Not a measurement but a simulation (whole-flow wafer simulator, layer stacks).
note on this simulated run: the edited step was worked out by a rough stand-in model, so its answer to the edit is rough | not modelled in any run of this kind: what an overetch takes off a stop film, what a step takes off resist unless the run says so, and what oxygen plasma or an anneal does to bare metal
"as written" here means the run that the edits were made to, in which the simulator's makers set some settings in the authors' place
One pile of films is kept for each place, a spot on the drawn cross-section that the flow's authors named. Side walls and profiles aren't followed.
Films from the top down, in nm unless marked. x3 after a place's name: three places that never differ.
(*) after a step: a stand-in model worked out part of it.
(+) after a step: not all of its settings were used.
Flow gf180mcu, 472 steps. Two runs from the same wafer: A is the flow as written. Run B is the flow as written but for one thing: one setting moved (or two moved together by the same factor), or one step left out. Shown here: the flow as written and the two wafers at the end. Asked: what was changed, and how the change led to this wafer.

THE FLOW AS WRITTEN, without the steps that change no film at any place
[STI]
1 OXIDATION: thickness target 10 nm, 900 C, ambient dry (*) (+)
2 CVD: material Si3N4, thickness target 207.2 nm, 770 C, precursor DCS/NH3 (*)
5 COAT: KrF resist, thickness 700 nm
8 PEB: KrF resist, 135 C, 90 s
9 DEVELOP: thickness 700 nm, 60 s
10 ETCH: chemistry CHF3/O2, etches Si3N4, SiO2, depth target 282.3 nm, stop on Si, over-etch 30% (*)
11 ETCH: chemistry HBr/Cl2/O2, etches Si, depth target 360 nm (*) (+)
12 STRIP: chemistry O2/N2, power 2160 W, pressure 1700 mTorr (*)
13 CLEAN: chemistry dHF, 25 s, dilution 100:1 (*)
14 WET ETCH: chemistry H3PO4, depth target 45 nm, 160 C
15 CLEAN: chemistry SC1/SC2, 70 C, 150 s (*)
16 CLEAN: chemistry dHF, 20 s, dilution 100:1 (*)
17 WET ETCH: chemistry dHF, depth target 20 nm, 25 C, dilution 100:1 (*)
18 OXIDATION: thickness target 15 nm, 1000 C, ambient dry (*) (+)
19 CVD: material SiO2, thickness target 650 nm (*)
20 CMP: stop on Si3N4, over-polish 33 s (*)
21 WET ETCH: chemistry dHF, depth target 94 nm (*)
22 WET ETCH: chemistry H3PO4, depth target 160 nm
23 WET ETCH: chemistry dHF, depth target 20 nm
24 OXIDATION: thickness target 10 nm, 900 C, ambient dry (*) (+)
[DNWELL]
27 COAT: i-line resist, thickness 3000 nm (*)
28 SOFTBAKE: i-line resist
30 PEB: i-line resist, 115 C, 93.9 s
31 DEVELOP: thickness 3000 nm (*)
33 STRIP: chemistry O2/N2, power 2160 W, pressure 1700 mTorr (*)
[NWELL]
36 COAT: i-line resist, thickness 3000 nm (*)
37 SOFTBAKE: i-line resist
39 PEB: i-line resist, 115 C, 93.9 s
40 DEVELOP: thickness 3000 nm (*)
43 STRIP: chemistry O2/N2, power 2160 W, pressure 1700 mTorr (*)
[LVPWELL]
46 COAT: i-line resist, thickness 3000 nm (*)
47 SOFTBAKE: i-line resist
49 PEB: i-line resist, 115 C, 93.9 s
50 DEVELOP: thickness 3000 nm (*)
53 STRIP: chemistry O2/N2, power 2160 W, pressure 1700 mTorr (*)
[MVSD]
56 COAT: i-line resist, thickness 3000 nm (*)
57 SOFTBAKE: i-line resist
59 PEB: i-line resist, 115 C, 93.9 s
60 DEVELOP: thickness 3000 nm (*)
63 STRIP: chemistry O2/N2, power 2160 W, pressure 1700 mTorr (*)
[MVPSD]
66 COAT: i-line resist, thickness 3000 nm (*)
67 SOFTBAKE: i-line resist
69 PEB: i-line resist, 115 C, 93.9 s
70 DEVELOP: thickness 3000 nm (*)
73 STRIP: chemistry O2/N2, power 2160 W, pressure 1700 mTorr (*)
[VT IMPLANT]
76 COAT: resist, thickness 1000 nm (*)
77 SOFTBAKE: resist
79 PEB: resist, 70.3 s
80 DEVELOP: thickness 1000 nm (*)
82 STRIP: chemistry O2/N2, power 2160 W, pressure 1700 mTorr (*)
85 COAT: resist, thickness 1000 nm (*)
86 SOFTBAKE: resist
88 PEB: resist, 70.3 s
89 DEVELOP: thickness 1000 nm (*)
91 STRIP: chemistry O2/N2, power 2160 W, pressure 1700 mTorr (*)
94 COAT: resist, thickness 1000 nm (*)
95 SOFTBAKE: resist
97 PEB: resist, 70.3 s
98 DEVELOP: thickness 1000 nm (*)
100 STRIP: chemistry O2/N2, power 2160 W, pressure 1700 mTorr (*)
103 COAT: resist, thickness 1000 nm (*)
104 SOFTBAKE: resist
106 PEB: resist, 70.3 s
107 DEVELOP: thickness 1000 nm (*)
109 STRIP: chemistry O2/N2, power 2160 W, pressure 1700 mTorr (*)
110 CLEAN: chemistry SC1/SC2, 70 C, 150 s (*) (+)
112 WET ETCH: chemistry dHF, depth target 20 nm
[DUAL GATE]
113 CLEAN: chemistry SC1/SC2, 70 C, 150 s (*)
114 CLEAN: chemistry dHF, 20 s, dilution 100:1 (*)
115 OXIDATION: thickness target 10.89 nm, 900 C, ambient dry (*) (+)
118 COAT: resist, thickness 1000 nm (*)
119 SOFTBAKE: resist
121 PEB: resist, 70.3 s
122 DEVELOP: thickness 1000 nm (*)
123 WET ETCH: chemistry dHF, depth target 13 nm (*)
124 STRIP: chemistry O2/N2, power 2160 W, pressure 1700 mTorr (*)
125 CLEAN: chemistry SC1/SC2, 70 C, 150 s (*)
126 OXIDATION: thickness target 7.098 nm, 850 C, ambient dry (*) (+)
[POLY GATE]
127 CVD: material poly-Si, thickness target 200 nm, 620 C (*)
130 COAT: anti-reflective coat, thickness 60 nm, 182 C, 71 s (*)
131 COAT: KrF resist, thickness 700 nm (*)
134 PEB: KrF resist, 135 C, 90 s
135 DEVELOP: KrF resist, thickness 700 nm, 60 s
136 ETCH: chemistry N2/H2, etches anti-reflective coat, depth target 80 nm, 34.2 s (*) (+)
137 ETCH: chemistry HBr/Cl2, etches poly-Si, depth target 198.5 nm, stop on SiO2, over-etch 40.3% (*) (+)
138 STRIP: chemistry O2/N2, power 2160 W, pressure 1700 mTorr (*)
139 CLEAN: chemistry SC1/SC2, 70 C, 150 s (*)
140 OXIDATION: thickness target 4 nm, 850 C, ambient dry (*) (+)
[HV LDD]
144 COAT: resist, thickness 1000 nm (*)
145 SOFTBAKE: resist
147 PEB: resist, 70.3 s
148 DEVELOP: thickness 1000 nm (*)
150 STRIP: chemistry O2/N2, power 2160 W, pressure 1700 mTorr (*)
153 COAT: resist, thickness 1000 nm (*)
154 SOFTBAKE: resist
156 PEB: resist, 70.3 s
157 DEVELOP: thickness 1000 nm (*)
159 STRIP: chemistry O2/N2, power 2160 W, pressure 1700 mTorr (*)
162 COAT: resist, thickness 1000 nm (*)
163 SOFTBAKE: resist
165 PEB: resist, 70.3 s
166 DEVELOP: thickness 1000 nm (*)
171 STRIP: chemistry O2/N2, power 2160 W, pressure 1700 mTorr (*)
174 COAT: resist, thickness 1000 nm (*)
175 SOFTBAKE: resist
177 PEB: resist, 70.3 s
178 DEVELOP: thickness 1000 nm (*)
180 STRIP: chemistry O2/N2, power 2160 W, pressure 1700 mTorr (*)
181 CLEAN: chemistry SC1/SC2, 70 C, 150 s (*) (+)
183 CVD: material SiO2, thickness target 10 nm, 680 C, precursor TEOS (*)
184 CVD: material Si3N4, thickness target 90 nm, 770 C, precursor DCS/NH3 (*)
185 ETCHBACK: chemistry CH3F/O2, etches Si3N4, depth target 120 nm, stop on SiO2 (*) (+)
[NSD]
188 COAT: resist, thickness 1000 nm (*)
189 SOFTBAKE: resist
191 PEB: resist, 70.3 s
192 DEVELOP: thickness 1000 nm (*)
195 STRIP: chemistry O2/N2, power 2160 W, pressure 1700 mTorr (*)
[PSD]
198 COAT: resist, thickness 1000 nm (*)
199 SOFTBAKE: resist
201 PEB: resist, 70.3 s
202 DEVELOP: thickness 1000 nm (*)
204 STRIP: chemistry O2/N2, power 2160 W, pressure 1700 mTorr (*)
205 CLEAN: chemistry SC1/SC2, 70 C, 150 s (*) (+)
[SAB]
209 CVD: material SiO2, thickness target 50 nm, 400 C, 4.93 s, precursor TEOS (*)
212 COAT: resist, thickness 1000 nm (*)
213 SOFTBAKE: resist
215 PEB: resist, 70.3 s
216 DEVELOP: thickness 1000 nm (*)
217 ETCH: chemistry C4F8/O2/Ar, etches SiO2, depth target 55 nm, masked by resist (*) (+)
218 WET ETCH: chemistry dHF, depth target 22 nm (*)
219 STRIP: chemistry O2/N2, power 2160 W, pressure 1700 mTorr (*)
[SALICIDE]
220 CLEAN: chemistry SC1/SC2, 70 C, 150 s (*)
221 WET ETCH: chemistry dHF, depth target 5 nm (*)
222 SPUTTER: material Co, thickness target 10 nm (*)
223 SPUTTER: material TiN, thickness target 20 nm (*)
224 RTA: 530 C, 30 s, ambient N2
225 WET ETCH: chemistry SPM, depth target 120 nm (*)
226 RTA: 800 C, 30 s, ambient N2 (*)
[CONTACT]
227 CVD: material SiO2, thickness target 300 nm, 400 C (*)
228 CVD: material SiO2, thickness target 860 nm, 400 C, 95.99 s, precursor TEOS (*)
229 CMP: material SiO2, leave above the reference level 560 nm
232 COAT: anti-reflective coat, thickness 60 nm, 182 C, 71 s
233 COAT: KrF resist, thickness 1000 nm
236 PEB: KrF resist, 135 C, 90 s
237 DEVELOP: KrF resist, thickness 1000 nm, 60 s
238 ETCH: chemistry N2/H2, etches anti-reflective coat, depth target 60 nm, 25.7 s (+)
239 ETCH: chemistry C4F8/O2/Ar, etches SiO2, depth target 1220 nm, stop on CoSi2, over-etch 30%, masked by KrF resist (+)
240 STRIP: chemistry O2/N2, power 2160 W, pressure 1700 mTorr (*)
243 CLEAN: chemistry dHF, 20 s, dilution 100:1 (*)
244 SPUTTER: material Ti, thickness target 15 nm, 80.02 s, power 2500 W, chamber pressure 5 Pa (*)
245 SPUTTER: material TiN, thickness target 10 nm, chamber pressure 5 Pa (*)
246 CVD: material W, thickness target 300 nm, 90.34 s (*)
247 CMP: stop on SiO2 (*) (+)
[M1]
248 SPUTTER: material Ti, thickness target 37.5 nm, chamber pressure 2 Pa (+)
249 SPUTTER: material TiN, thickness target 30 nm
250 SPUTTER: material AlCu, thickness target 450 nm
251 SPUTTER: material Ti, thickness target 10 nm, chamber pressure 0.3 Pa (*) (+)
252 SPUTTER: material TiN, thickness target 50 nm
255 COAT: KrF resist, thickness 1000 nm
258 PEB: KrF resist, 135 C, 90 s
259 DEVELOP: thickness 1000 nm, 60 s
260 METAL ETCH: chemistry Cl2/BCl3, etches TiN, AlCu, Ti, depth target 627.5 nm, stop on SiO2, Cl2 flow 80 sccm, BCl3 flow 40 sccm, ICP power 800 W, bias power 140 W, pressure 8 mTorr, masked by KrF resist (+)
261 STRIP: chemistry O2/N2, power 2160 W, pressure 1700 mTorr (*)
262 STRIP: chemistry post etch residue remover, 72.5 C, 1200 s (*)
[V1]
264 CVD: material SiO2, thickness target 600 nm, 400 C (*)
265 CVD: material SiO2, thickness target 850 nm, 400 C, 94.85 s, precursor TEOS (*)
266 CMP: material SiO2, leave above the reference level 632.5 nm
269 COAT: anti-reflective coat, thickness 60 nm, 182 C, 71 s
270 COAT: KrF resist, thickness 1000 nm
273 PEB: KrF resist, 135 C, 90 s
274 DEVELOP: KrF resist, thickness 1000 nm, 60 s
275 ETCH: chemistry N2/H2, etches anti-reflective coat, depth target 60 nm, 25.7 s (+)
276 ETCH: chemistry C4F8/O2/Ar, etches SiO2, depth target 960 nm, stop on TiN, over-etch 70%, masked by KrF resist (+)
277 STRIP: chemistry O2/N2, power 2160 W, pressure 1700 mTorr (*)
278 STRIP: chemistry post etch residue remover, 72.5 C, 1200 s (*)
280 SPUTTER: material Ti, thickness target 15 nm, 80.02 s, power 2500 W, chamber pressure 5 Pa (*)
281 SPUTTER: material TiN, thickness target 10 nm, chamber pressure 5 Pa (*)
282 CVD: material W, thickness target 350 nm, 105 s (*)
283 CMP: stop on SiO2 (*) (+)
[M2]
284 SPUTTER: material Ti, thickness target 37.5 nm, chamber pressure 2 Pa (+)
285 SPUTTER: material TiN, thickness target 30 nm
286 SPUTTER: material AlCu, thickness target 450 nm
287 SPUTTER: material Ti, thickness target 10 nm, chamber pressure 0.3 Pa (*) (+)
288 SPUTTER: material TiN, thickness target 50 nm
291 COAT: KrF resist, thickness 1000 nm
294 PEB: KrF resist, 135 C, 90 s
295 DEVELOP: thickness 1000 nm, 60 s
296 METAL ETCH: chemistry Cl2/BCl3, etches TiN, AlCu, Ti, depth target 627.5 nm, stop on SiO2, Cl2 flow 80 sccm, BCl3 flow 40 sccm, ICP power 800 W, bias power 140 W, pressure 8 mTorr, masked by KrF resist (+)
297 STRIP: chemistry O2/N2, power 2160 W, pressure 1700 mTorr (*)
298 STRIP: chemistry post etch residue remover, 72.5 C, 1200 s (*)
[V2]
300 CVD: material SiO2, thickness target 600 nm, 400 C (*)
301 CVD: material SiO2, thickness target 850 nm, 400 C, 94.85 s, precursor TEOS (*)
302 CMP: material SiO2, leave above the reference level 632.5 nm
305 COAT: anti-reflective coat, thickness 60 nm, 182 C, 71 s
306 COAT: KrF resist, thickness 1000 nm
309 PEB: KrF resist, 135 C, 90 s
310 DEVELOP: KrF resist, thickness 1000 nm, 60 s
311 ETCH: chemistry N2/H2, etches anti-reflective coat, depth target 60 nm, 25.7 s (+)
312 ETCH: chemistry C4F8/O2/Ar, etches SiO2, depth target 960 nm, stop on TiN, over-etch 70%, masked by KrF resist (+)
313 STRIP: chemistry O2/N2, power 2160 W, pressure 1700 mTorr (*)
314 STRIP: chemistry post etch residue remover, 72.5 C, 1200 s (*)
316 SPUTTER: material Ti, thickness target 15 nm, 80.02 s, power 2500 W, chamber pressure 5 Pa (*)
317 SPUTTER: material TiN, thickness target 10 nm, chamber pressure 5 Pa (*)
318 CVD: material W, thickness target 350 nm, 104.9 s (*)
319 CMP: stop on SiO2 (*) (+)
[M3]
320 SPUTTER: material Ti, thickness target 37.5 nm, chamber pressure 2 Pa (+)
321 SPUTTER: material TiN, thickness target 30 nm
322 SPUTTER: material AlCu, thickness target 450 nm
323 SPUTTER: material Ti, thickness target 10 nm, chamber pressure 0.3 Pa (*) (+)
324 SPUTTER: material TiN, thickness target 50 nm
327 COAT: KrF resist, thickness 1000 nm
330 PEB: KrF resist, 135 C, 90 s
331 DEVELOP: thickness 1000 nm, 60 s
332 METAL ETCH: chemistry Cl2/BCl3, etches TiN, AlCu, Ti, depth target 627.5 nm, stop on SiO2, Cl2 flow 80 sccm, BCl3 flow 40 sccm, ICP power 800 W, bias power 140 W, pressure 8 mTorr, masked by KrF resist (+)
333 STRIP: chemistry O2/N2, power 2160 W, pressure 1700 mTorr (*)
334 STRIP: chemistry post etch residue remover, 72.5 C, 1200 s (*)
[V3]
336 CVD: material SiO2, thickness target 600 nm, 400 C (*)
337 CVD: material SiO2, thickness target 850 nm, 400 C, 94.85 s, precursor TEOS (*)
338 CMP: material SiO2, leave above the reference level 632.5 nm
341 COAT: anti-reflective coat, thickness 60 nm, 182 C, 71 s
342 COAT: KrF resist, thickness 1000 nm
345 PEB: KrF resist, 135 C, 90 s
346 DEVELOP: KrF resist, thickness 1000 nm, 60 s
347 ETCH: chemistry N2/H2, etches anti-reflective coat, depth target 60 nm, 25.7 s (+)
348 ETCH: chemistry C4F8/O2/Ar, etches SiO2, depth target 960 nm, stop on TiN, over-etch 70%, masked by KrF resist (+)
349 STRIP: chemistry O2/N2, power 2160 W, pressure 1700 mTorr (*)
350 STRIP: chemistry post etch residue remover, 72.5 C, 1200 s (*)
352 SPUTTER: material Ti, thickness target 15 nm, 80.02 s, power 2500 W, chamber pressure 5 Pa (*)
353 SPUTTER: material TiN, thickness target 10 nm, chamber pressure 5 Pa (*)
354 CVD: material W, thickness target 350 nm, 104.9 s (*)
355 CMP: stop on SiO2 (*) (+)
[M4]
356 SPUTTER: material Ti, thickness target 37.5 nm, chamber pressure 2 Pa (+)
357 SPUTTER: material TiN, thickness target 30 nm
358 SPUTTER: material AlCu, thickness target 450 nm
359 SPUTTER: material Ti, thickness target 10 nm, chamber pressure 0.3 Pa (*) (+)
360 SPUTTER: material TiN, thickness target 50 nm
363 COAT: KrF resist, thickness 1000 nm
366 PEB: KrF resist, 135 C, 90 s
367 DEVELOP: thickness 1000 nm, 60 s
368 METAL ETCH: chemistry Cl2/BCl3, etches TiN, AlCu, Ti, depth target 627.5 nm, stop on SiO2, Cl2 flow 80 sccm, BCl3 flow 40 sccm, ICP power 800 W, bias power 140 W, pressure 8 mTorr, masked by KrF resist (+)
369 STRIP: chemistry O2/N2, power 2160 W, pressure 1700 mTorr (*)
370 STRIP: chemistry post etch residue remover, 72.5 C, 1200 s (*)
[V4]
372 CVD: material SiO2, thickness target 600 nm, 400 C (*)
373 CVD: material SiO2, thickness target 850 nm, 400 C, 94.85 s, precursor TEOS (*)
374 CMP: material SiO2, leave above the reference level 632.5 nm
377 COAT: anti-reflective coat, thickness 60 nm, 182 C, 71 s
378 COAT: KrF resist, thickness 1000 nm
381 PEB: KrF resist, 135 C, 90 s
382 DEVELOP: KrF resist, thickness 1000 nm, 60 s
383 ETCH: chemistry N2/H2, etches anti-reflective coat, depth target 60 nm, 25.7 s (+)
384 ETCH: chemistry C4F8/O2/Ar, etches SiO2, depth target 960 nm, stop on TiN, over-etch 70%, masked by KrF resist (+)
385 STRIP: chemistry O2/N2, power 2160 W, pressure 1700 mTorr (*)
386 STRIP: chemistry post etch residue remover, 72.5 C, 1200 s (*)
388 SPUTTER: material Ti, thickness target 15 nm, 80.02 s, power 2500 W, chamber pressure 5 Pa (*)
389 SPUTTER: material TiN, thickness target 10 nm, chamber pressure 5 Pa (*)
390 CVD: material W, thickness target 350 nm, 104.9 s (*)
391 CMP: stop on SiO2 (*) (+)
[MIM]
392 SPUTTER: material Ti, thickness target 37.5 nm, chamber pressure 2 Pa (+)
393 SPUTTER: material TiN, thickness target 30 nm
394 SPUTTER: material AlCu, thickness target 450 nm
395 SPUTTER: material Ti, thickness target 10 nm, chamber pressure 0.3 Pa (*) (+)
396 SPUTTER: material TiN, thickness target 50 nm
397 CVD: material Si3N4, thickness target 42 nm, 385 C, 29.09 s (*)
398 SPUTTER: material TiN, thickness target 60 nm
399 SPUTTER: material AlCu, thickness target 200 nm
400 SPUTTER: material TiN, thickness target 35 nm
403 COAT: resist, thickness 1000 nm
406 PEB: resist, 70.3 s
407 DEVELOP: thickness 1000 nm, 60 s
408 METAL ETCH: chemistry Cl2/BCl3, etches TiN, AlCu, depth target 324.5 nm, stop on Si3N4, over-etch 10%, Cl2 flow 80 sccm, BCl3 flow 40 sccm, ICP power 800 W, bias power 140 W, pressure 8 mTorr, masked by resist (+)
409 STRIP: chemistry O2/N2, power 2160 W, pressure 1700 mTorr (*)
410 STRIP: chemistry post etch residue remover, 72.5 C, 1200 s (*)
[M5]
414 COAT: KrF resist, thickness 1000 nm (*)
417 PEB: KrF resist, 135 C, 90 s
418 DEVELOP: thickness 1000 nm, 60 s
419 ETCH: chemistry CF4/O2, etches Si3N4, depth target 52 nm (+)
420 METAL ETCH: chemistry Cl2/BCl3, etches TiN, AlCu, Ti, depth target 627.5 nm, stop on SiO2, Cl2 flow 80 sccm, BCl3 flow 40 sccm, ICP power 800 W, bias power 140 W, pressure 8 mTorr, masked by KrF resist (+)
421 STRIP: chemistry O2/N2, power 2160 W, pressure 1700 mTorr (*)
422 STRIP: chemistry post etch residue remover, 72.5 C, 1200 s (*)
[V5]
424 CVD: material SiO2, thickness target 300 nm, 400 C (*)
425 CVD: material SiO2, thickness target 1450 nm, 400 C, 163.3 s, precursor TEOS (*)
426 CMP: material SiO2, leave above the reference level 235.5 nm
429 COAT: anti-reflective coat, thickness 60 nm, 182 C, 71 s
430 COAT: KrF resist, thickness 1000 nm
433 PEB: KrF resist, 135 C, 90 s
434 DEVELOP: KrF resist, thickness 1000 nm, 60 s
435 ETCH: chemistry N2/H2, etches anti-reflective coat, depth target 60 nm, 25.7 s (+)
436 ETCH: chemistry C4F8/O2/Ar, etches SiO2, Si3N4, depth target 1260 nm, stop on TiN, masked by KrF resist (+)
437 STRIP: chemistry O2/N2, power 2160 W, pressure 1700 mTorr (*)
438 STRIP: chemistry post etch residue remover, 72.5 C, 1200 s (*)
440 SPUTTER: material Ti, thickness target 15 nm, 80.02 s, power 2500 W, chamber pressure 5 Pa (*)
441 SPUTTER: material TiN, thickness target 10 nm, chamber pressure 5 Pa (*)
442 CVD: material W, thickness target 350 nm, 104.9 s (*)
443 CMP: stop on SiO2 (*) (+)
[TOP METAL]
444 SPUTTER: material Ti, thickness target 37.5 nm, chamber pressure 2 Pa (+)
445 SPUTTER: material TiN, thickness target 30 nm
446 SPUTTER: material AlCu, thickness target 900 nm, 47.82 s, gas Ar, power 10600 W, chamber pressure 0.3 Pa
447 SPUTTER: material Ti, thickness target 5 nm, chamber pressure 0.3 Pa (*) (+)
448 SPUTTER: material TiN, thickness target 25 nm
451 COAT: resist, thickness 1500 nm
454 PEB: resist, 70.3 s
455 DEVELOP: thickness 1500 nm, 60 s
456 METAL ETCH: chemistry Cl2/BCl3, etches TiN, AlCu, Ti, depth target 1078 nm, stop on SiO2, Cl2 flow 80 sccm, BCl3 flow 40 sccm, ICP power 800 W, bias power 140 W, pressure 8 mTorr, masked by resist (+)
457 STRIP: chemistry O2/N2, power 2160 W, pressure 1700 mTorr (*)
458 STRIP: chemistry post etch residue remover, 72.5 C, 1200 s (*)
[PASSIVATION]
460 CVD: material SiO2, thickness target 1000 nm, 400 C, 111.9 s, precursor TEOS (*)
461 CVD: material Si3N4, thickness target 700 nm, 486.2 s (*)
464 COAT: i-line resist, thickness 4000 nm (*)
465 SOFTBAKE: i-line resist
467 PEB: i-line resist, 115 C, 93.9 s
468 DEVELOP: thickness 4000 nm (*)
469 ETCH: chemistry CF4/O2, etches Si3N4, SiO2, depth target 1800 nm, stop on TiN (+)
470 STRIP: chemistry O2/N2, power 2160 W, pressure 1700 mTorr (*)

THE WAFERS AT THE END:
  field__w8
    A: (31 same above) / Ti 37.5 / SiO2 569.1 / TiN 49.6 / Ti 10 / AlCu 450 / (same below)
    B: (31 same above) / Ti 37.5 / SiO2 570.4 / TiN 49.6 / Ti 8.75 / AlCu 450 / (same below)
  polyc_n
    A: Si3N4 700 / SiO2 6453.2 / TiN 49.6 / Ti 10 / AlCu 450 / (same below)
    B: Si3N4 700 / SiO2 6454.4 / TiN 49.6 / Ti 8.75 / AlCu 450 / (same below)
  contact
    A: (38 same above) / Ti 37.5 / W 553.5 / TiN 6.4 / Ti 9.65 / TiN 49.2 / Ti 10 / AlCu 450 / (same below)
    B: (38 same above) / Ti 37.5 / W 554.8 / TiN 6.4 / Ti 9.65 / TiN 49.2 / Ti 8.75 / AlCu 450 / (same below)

The cause: step 251, SPUTTER: thickness target 8.75 nm was run, where the flow has thickness target 10 nm.
It can be read off the wafer: field__w8 has Ti 8.75, and step 251 as written asks for 10 nm.

How the change led to this, step by step:
  251 SPUTTER: material Ti, thickness target 10 nm, chamber pressure 0.3 Pa (*) (+)
      field, field__w1, field__w2 and 108 more: A Ti +10 (new film) | B Ti +8.75 (new film)
  260 METAL ETCH: chemistry Cl2/BCl3, etches TiN, AlCu, Ti, depth target 627.5 nm, stop on SiO2, Cl2 flow 80 sccm, BCl3 flow 40 sccm, ICP power 800 W, bias power 140 W, pressure 8 mTorr, masked by KrF resist (+)
      field, field__w1, field__w2 and 99 more: A TiN -50 (all of it), Ti -10 (all of it), AlCu -450 (all of it), TiN -30 (all of it), Ti -37.5 (all of it) | B TiN -50 (all of it), Ti -8.75 (all of it), AlCu -450 (all of it), TiN -30 (all of it), Ti -37.5 (all of it)
